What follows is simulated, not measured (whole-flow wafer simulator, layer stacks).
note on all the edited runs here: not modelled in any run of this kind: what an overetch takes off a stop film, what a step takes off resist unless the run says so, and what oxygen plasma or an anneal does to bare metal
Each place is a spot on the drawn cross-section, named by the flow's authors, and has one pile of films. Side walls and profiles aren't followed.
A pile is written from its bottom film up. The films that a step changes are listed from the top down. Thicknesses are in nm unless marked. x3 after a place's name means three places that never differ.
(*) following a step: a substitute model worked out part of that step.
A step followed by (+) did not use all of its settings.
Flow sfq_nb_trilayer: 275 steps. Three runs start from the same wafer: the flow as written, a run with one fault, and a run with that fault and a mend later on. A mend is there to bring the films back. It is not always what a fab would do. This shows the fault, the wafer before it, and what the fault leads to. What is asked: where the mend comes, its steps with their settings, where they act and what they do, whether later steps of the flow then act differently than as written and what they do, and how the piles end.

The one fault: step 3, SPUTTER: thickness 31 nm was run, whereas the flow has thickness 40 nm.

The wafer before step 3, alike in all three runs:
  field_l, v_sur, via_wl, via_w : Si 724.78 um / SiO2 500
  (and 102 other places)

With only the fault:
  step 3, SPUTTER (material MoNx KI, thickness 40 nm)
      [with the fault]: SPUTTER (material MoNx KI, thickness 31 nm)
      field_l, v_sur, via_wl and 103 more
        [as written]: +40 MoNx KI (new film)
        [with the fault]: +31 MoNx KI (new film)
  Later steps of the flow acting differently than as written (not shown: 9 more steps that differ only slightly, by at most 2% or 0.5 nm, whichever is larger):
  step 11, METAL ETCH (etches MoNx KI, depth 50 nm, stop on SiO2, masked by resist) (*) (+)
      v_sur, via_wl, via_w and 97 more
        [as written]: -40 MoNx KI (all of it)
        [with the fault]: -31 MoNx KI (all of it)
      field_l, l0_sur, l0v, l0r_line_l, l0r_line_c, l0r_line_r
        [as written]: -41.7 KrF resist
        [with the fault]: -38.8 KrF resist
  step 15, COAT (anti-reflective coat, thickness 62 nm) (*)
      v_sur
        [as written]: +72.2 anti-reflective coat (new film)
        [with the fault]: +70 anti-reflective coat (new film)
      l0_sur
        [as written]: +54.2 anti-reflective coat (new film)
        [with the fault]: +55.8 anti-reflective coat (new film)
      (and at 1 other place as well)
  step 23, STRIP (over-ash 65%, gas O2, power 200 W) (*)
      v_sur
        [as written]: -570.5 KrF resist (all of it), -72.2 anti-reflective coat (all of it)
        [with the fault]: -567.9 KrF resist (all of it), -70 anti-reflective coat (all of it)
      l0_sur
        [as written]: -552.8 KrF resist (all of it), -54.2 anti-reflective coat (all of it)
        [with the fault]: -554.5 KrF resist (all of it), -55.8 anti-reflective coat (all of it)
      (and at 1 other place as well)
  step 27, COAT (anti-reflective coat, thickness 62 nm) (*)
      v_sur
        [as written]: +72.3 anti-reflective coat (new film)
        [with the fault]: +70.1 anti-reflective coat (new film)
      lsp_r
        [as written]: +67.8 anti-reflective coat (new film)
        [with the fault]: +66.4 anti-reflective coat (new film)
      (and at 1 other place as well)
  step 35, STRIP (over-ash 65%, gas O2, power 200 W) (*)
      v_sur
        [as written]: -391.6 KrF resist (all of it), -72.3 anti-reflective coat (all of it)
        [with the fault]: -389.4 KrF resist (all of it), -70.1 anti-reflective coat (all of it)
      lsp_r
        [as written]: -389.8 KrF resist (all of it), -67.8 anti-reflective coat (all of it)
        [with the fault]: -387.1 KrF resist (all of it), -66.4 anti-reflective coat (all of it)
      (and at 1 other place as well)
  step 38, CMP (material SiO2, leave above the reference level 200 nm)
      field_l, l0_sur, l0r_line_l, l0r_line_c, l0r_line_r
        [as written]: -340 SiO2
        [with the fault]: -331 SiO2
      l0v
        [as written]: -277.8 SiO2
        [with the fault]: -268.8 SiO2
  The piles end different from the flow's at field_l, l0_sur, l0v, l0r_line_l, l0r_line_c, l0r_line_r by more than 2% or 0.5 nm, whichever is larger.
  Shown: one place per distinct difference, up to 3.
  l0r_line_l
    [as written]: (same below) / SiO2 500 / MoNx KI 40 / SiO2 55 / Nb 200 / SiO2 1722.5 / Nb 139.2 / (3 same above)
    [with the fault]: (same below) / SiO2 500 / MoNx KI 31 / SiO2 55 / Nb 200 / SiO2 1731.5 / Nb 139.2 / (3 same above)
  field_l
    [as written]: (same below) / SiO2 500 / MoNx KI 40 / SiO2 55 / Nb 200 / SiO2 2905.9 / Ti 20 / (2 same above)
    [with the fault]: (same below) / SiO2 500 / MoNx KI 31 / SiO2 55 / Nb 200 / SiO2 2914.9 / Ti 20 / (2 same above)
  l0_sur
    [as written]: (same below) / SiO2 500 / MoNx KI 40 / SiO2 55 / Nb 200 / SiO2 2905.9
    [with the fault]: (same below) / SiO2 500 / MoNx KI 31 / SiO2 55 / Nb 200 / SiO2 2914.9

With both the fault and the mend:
  The mend follows step 3.
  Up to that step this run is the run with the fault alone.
  step 3a, SPUTTER (material MoNx KI, thickness 9 nm) (a further turn of the flow's step 3, with different settings)
      field_l, v_sur, via_wl and 103 more
        +9 MoNx KI
  None of the later steps of the flow acts differently than as written at any place that is followed.
  The piles end the same as the flow's at every place that both follow.
